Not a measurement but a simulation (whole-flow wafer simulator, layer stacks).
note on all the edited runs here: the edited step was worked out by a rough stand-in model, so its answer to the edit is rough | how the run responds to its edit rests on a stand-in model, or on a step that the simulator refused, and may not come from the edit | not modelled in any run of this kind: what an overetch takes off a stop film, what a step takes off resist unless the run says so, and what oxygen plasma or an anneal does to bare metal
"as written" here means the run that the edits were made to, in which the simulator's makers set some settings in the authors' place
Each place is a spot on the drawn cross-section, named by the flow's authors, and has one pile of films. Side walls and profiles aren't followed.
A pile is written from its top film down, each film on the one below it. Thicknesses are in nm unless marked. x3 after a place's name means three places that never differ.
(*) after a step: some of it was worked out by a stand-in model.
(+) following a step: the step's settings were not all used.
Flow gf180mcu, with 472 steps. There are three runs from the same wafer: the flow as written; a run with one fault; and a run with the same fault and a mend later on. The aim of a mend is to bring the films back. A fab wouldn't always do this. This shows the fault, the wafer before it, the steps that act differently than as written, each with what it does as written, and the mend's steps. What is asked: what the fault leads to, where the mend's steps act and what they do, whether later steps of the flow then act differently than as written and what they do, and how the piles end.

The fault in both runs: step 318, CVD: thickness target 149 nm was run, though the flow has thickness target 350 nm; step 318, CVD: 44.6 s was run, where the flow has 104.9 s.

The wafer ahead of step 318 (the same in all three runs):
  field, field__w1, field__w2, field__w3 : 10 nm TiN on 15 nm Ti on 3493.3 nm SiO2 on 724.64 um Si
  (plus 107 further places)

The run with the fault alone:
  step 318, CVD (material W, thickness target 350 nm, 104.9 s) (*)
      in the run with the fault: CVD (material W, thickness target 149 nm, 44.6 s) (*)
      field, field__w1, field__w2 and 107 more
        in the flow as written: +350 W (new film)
        in the run with the fault: +150.4 W (new film)
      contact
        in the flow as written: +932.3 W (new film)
        in the run with the fault: +732.7 W (new film)
  Steps further on in the flow that do not act as written:
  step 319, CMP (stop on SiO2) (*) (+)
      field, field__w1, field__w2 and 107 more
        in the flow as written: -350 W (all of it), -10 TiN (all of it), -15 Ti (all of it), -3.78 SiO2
        in the run with the fault: -150.4 W (all of it), -10 TiN (all of it), -15 Ti (all of it), -1.77 SiO2
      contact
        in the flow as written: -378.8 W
        in the run with the fault: -177.2 W
  When the end is reached, the piles differ only a little from the flow's at the places that both follow, at most by 2% or 0.5 nm, whichever is larger.

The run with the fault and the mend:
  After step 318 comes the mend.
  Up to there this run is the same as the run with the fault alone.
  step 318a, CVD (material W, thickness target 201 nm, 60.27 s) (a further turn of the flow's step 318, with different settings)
      field, field__w1, field__w2 and 108 more
        +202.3 W
  None of the later steps of the flow differs from how it acts as written, at any place that is followed, by more than 2% or 0.5 nm, whichever is larger.
  When the end is reached, the piles differ only a little from the flow's at the places that both follow, at most by 2% or 0.5 nm, whichever is larger.
